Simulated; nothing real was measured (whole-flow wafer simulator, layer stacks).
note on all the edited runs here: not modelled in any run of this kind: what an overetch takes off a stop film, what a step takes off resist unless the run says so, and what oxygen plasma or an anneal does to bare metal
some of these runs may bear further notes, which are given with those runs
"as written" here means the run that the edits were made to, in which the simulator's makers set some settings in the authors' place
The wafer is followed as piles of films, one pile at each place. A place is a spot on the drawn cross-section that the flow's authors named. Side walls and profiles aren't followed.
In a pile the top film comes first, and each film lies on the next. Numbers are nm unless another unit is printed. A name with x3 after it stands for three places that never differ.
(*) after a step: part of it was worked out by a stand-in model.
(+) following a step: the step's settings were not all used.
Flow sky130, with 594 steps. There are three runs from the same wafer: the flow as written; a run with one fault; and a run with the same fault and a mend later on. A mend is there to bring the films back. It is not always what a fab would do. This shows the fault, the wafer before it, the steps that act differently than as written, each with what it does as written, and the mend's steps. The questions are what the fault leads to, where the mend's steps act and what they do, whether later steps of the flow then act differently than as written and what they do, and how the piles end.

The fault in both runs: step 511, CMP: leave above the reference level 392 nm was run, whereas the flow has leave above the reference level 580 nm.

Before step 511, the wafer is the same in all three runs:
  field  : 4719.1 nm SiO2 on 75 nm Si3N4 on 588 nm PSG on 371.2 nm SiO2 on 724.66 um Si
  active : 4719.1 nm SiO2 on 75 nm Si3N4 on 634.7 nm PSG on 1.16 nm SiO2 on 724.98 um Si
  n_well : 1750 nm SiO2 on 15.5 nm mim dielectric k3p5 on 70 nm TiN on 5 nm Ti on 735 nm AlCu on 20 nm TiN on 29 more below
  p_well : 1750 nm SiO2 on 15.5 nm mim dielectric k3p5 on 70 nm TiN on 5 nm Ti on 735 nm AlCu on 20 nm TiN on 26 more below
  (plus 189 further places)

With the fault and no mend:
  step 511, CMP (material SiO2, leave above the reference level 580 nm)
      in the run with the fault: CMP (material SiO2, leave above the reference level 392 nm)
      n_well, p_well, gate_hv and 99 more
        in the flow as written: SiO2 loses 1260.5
        in the run with the fault: SiO2 loses 1448.5
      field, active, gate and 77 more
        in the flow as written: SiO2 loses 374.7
        in the run with the fault: SiO2 loses 562.7
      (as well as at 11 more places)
  Steps further on in the flow that do not act as written:
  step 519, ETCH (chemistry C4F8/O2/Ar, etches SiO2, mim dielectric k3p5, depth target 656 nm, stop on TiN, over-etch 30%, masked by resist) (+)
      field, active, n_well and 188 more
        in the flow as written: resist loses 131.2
        in the run with the fault: resist loses 82.6
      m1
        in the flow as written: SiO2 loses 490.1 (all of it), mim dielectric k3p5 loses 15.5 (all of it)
        in the run with the fault: SiO2 loses 302.1 (all of it), mim dielectric k3p5 loses 15.5 (all of it)
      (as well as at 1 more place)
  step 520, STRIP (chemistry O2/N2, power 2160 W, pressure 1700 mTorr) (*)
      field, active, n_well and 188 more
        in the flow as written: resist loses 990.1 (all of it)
        in the run with the fault: resist loses 1038.7 (all of it)
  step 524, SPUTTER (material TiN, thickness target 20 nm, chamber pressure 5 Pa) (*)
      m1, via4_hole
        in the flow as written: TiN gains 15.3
        in the run with the fault: TiN gains 16.7
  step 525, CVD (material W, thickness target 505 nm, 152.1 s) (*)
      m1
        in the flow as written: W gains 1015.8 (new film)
        in the run with the fault: W gains 629.6 (new film)
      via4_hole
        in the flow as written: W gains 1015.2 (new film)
        in the run with the fault: W gains 630.7 (new film)
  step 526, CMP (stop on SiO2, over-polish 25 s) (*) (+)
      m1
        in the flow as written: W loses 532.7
        in the run with the fault: W loses 335.9
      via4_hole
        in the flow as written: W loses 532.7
        in the run with the fault: W loses 337.7
  By the end, the piles at field, active, n_well and 190 more depart from the flow's by more than 2% or 0.5 nm, whichever is larger.
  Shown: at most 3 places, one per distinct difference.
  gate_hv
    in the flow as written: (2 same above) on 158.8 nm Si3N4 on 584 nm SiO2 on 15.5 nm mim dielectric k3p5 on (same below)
    in the run with the fault: (2 same above) on 158.8 nm Si3N4 on 396 nm SiO2 on 15.5 nm mim dielectric k3p5 on (same below)
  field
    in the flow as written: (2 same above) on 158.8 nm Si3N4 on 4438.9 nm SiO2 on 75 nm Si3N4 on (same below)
    in the run with the fault: (2 same above) on 158.8 nm Si3N4 on 4250.9 nm SiO2 on 75 nm Si3N4 on (same below)
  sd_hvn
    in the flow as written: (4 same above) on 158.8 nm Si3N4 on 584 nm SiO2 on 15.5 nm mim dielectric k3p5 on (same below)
    in the run with the fault: (4 same above) on 158.8 nm Si3N4 on 396 nm SiO2 on 15.5 nm mim dielectric k3p5 on (same below)

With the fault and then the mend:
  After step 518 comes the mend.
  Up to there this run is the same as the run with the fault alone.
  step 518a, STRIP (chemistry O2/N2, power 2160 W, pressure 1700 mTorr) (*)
      field, active, n_well and 188 more
        resist loses 1121.3 (all of it)
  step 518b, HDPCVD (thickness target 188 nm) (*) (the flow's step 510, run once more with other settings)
      field, active, n_well and 190 more
        SiO2 gains 188
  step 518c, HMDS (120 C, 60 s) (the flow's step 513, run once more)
      does not change any film at any place that is followed
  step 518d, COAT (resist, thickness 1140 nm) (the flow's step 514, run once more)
      field, active, n_well and 190 more
        resist gains 1140 (new film)
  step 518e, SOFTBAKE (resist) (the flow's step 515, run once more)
      does not change any film at any place that is followed
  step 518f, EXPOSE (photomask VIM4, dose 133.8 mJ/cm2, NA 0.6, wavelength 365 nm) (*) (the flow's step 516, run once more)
      does not change any film at any place that is followed
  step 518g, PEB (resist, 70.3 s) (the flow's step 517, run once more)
      field, active, n_well and 190 more
        resist loses 18.7
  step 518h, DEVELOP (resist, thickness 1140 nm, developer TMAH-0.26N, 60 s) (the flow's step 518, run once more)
      m1, via4_hole
        resist loses 1121.3 (all of it)
  None of the later steps of the flow acts differently than as written at any place that is followed.
  The piles end the same as the flow's at every place that both follow.
